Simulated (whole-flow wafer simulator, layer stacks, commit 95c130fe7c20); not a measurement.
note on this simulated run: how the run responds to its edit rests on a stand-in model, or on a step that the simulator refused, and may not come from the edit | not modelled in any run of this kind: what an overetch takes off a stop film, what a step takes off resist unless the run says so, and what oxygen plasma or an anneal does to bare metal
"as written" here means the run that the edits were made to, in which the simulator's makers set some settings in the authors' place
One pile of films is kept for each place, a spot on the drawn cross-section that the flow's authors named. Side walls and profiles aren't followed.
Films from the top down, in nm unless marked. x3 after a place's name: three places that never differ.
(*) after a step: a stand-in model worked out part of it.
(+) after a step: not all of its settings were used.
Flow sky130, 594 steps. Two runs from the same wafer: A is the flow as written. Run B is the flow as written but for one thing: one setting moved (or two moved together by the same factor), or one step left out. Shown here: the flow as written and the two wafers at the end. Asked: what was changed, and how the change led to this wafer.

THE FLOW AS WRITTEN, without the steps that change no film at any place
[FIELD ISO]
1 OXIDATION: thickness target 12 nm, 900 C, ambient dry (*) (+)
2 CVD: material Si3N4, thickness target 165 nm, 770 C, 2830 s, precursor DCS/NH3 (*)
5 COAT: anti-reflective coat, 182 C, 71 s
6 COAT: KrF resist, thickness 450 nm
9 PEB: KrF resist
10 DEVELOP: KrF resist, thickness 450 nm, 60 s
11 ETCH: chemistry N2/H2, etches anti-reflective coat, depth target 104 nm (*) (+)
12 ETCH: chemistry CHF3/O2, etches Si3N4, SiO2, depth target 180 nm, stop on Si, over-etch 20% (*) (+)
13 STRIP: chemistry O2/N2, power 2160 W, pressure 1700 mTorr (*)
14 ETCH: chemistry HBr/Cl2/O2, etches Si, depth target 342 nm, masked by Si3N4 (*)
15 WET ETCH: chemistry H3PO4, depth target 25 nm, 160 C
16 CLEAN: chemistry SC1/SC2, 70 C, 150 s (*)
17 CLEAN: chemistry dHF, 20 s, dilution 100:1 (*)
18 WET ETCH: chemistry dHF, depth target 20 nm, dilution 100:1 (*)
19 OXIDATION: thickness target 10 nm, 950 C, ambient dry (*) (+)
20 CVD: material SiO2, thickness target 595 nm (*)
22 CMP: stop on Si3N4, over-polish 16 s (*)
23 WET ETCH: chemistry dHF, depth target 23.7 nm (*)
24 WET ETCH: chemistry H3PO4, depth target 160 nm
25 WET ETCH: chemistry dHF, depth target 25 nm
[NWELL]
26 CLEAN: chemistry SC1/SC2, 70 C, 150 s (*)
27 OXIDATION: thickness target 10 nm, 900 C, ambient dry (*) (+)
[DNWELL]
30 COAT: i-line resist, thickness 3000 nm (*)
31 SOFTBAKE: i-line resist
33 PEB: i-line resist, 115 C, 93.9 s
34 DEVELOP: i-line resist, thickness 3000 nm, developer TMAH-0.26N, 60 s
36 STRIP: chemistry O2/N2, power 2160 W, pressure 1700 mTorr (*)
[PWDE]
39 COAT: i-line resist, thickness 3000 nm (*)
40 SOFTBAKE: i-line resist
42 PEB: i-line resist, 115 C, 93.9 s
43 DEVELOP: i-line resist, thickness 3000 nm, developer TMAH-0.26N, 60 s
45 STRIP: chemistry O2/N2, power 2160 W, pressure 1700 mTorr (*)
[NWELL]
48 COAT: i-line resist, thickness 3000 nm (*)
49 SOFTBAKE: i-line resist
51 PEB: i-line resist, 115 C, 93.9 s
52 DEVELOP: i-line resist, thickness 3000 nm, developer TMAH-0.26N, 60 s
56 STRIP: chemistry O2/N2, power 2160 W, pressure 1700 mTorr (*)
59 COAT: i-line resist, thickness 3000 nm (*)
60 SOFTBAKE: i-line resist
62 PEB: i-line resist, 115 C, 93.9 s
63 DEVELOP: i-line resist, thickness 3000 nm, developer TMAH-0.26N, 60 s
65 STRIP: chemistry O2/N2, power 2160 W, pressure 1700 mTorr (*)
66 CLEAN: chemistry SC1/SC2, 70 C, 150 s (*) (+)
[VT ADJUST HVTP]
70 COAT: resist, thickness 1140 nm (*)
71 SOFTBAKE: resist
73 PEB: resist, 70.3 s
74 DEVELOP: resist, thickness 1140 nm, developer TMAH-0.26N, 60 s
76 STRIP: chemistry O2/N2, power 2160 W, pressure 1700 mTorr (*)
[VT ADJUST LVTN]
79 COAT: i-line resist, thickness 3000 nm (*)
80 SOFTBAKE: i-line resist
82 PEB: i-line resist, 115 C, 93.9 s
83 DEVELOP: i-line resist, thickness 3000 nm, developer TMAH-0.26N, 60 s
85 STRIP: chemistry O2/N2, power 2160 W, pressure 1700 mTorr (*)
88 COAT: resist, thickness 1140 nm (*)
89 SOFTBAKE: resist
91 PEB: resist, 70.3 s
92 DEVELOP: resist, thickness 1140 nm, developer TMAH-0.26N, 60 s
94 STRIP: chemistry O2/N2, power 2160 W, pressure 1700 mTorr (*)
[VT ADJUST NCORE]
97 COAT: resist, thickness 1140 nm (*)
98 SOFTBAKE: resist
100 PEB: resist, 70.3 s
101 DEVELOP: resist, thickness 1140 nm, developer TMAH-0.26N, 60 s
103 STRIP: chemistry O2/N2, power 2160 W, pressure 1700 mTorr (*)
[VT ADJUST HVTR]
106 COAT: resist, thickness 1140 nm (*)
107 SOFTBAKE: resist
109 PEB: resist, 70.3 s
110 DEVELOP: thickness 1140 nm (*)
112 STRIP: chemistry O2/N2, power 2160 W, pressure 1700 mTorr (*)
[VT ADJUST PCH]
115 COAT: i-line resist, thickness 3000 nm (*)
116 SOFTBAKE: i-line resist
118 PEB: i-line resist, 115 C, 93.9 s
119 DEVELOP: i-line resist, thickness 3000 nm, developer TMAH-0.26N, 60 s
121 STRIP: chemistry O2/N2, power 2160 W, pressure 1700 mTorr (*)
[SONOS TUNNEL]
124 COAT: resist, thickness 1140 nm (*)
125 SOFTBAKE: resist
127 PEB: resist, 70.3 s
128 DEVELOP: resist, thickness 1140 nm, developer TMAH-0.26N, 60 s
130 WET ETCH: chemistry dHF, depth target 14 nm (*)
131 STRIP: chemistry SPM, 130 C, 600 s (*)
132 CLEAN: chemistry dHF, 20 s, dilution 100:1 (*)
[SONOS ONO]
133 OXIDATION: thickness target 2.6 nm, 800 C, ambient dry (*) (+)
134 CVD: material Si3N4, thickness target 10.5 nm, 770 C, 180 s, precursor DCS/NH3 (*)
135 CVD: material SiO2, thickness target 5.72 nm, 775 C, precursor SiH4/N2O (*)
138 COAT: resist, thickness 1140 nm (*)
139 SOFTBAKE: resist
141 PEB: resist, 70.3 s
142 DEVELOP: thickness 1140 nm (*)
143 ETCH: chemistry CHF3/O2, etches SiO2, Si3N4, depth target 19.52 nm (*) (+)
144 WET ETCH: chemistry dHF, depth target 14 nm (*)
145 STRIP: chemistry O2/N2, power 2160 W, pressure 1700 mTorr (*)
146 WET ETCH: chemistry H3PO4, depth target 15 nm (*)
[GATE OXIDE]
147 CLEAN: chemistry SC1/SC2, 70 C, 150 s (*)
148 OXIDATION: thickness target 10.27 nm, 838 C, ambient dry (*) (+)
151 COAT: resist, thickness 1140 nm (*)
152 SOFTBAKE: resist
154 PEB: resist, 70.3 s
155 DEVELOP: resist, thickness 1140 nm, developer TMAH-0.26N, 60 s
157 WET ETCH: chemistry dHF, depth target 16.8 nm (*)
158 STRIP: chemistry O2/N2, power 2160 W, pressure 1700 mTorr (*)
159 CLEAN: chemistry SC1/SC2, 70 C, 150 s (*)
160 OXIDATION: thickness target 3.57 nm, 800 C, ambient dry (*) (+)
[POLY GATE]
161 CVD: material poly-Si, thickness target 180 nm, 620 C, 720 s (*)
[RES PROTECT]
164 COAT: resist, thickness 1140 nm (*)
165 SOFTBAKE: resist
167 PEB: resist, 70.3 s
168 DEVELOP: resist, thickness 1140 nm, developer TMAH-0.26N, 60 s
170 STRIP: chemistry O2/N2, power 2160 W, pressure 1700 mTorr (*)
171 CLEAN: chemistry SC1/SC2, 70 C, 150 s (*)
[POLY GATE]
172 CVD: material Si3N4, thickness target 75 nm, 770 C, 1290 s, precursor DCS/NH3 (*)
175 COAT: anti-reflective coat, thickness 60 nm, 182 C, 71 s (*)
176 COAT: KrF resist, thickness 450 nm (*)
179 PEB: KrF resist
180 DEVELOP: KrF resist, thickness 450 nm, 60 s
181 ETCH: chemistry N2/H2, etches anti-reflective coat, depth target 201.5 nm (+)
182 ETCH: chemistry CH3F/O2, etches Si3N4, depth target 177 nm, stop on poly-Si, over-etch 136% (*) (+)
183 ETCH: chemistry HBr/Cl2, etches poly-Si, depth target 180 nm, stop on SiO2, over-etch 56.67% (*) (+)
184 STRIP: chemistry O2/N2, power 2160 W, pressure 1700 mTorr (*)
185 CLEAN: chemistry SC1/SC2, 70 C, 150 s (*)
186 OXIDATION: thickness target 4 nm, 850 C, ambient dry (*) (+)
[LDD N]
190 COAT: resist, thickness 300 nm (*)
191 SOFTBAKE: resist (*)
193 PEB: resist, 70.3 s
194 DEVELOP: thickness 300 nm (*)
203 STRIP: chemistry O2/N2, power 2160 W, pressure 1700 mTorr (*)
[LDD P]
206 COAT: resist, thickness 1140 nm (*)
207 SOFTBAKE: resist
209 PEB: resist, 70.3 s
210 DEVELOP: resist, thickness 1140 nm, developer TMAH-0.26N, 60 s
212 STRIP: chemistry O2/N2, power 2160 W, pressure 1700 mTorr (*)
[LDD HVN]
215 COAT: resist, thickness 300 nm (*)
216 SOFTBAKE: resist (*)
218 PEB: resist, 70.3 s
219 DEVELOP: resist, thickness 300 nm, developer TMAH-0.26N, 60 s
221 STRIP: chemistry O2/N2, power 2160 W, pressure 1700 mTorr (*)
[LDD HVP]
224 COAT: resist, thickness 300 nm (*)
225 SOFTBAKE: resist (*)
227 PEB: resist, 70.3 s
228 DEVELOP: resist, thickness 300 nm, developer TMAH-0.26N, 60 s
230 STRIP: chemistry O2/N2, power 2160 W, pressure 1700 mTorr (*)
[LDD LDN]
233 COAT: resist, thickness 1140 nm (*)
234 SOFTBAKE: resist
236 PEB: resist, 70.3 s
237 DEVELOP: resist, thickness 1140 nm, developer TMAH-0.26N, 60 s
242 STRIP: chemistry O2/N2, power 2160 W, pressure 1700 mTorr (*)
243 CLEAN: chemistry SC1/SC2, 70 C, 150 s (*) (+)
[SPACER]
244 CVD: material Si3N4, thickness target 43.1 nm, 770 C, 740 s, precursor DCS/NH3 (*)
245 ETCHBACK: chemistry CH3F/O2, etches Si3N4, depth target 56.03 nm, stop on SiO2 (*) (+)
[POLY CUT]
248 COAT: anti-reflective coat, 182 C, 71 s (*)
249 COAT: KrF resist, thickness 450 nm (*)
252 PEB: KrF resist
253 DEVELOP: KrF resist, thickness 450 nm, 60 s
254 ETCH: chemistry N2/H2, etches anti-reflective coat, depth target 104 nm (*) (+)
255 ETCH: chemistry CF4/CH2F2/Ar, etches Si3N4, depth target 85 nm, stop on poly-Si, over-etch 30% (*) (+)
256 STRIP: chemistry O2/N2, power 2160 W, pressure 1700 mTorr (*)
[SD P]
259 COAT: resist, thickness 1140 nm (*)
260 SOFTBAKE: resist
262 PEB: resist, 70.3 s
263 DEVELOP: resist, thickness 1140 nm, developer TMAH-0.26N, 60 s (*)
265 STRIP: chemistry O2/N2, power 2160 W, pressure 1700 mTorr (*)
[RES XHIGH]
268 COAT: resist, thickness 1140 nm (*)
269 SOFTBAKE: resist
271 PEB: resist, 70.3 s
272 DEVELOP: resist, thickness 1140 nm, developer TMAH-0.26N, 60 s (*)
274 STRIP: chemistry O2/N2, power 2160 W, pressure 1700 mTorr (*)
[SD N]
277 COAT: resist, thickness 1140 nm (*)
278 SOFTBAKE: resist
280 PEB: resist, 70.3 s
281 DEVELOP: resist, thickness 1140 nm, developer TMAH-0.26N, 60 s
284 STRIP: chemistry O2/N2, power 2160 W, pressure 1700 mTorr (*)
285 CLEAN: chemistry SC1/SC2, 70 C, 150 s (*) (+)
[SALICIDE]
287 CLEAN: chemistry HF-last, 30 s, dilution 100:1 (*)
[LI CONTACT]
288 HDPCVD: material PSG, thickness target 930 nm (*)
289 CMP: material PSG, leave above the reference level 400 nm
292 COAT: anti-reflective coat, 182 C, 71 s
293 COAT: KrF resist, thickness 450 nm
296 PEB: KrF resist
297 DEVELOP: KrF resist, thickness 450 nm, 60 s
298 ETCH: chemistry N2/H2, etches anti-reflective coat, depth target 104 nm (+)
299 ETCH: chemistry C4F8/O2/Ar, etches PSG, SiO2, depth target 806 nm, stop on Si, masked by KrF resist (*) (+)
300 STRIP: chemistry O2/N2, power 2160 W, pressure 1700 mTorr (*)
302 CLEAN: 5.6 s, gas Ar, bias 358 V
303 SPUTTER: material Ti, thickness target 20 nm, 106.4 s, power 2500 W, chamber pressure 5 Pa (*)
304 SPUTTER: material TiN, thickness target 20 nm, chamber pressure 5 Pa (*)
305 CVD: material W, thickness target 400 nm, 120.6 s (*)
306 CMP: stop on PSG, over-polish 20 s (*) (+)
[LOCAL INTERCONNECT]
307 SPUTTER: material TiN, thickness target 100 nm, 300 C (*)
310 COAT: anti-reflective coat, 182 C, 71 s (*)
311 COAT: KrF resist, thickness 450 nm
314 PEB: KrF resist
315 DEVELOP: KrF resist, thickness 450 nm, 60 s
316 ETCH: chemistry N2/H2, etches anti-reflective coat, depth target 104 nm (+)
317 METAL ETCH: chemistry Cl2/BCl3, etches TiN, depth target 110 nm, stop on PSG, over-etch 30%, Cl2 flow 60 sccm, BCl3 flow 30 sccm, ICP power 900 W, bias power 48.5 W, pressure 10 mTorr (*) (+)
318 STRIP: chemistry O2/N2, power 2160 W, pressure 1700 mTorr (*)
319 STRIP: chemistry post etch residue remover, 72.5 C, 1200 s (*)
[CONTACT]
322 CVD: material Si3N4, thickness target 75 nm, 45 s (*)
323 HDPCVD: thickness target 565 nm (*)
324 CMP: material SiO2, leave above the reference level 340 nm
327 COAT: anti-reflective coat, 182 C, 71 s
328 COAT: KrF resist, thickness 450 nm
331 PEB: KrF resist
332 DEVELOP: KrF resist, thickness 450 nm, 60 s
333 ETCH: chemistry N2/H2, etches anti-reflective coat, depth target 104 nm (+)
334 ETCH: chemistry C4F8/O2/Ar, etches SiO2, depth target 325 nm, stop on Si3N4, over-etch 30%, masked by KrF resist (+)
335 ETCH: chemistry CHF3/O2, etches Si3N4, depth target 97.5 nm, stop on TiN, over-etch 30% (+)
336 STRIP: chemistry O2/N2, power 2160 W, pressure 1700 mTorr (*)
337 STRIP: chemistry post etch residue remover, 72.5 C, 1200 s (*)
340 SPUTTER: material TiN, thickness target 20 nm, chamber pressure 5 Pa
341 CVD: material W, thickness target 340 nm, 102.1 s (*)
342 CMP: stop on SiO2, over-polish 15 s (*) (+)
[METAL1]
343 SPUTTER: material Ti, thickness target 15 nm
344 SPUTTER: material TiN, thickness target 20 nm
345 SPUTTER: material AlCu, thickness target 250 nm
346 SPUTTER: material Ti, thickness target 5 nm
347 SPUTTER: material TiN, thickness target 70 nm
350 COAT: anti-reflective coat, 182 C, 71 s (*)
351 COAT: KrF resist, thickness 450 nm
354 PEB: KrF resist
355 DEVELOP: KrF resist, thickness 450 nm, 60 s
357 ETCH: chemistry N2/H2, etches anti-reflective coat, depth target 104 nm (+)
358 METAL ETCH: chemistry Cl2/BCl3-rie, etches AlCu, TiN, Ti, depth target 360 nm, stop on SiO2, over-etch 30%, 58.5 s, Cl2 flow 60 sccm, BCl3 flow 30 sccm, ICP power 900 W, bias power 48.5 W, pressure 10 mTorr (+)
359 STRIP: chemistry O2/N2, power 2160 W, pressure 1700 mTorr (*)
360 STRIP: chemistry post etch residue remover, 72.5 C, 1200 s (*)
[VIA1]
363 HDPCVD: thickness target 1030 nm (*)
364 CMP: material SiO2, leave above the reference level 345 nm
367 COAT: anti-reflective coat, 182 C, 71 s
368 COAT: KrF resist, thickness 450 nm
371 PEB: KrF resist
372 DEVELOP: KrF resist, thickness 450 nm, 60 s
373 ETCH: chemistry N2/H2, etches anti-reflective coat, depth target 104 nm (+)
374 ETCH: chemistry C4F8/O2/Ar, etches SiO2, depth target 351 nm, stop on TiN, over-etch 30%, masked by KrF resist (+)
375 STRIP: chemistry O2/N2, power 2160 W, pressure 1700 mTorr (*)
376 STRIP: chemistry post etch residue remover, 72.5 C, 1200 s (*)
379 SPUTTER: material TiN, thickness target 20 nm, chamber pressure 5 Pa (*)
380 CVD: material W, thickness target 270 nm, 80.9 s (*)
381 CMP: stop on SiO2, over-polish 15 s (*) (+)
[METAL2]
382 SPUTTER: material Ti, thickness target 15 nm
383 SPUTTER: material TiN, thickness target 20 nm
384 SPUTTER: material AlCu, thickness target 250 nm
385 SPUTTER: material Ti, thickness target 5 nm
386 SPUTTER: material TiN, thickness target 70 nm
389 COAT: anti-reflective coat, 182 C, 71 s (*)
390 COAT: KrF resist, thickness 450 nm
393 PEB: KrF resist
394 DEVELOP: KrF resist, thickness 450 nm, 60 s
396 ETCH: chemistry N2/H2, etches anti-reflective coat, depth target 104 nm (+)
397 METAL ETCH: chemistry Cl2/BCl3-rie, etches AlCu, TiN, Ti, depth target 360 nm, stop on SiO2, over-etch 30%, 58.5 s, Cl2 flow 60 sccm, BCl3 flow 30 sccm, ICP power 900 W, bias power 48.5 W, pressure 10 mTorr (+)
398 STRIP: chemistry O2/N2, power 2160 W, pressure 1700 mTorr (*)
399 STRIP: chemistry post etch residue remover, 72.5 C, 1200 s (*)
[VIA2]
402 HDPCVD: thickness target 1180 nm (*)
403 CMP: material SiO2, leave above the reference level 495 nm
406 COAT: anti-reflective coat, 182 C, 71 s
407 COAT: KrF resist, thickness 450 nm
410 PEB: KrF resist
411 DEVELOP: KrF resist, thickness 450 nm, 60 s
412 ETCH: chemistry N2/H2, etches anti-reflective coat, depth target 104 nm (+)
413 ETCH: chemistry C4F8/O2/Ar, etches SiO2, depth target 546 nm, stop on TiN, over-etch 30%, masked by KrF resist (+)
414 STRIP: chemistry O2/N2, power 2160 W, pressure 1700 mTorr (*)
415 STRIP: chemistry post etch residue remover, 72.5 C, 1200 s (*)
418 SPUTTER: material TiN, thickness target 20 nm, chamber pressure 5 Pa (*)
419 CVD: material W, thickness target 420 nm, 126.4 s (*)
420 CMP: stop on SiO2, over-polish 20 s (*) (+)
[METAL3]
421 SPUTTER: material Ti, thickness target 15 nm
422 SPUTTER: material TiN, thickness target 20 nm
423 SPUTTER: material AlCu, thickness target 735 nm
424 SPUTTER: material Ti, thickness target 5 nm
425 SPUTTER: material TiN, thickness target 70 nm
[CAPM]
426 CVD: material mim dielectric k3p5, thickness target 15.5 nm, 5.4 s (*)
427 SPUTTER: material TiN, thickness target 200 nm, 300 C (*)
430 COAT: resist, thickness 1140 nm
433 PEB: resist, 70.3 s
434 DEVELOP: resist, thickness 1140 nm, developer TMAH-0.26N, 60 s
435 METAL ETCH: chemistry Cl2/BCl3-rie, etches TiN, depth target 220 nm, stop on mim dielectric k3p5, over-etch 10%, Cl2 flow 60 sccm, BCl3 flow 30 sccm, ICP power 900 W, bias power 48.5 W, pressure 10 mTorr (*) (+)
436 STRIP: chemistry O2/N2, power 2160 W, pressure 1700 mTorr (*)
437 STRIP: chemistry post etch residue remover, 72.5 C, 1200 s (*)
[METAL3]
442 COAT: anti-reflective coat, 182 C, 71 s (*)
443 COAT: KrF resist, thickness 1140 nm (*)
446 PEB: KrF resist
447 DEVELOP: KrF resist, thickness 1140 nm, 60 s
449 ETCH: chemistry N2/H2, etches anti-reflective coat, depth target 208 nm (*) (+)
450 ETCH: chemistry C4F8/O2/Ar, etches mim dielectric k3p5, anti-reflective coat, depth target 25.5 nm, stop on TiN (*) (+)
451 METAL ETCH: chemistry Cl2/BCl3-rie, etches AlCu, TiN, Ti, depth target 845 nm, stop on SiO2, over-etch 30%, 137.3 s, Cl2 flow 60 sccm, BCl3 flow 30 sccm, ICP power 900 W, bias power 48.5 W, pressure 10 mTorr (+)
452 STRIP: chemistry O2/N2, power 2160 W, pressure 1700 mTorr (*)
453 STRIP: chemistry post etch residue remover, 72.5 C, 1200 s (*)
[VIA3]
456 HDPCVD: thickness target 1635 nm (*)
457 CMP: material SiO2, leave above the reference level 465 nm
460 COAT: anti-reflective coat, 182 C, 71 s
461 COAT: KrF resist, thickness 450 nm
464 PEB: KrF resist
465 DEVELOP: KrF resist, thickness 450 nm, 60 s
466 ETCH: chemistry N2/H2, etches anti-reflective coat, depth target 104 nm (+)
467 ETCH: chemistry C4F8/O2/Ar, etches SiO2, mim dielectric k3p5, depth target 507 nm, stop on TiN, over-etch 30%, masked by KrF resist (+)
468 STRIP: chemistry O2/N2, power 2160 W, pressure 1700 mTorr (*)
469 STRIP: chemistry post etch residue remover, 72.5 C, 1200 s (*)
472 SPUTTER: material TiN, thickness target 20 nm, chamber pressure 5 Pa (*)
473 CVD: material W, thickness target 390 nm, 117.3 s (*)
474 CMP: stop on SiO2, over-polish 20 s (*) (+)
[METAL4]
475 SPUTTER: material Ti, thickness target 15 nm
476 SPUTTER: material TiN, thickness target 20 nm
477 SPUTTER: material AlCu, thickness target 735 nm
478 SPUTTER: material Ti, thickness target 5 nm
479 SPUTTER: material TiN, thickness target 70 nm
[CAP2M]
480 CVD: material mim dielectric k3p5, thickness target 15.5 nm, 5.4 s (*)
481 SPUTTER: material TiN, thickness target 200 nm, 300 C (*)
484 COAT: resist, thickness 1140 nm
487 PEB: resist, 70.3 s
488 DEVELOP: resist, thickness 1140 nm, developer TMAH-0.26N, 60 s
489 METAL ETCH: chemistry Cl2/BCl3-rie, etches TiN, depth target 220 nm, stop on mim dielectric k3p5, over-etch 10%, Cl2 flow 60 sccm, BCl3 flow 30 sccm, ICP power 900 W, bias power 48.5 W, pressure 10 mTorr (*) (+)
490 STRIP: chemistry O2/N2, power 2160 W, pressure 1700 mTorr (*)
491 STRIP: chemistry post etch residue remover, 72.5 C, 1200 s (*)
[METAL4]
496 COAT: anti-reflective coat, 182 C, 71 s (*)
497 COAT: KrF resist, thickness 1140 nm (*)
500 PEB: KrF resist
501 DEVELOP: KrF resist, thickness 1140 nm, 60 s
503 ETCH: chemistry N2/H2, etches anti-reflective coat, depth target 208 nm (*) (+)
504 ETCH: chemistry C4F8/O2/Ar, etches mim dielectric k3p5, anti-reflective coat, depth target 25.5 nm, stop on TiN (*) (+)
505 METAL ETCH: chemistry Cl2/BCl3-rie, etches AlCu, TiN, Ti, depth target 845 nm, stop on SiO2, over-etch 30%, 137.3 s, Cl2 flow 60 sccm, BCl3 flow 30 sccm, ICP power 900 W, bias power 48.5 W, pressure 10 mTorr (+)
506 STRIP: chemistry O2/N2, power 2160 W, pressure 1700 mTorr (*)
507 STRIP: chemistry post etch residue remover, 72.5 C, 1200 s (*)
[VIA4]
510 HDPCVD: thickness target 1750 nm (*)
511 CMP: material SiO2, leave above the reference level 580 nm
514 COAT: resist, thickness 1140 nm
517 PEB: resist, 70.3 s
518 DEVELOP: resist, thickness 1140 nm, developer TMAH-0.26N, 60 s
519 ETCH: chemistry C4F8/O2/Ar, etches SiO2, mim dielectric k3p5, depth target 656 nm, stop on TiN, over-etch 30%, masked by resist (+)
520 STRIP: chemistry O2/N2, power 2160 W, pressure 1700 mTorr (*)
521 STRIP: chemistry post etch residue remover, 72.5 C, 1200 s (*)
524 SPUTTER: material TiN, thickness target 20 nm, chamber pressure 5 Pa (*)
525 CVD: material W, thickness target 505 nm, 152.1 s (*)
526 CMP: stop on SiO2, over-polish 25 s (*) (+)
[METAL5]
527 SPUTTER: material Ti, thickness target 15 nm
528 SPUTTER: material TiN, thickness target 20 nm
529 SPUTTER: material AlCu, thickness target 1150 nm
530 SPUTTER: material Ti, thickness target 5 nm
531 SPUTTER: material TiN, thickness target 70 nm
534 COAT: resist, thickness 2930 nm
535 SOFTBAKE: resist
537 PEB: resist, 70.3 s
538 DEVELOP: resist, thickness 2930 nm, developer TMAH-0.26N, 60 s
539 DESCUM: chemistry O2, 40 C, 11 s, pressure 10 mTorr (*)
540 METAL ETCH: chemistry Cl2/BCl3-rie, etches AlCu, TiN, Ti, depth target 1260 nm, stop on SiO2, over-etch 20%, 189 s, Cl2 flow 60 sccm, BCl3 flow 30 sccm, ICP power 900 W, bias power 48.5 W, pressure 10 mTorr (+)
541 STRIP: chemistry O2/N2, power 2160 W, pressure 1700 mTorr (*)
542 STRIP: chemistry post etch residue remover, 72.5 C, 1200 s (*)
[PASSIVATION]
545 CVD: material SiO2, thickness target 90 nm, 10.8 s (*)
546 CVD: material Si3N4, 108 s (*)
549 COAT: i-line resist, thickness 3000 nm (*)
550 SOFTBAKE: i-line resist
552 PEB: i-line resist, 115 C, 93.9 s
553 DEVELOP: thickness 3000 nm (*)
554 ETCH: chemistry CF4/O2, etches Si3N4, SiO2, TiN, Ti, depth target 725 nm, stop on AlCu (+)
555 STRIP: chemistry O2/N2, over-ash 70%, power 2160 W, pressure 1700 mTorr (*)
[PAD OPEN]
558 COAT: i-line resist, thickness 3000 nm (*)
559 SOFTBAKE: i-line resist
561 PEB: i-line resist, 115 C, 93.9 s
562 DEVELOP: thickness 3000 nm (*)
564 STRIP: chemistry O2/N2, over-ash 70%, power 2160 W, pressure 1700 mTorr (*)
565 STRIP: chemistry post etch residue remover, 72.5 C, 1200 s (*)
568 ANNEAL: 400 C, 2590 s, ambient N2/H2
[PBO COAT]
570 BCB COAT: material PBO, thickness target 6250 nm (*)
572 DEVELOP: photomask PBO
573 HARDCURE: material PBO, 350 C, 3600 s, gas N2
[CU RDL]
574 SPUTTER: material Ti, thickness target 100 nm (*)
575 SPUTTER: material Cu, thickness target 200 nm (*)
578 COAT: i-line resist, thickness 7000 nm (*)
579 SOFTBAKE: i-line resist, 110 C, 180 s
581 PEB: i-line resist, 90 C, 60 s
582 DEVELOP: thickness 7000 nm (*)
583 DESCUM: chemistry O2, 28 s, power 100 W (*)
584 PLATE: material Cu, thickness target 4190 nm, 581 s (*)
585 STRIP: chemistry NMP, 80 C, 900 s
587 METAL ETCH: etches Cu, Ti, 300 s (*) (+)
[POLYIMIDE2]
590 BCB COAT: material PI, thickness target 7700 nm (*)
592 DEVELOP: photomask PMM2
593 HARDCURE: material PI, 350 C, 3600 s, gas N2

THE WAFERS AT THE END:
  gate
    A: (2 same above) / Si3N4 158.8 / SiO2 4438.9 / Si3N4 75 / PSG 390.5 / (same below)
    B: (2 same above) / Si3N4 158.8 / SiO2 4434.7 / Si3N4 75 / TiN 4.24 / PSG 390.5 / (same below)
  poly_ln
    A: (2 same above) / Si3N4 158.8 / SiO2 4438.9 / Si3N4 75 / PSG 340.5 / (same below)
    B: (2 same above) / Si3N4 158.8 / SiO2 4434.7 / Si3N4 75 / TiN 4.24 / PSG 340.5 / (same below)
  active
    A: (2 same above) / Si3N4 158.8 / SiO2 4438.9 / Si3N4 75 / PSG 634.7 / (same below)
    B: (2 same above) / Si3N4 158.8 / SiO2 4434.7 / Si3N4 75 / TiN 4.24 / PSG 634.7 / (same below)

The cause: step 316, ETCH: depth target 69.7 nm was run, where the flow has depth target 104 nm.

How the change led to this, step by step:
  316 ETCH: chemistry N2/H2, etches anti-reflective coat, depth target 104 nm (+)
      field, active, gate and 87 more: A anti-reflective coat -80 (all of it), TiN -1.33 | B anti-reflective coat -69.7
      rpo_hd: A anti-reflective coat -80 (all of it), TiN -1.34 | B anti-reflective coat -69.7
      (and at 100 more places)
  317 METAL ETCH: chemistry Cl2/BCl3, etches TiN, depth target 110 nm, stop on PSG, over-etch 30%, Cl2 flow 60 sccm, BCl3 flow 30 sccm, ICP power 900 W, bias power 48.5 W, pressure 10 mTorr (*) (+)
      field, active, gate and 84 more: A TiN -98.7 (all of it) | B anti-reflective coat -10.3 (all of it), TiN -95.3
      rpo_hd, rpm_encl, rpm_encl_psd, iso_guard_nsd_tip: A TiN -98.7 (all of it) | B anti-reflective coat -10.3 (all of it), TiN -95.4
  318 STRIP: chemistry O2/N2, power 2160 W, pressure 1700 mTorr (*)
      n_well, p_well, gate_hv and 93 more: A KrF resist -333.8 (all of it), anti-reflective coat -80 (all of it) | B KrF resist -352.9 (all of it), anti-reflective coat -80 (all of it)
      poly_licon, ndiff_licon, ndiff_licon_cpp, rpo_hd_licon: A KrF resist -333.9 (all of it), anti-reflective coat -80.5 (all of it) | B KrF resist -352.9 (all of it), anti-reflective coat -80.5 (all of it)
  324 CMP: material SiO2, leave above the reference level 340 nm
      field, active, gate and 84 more: A SiO2 -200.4 | B SiO2 -204.7
      rpo_hd, rpm_encl, rpm_encl_psd, iso_guard_nsd_tip: A SiO2 -200.4 | B SiO2 -204.6
Counting metal films that touch as one body, gate has 1 body; the flow as written gives 0 bodies.
Counting metal films that touch as one body, poly_ln has 1 body; the flow as written gives 0 bodies.
Counting metal films that touch as one body, active has 1 body; the flow as written gives 0 bodies.
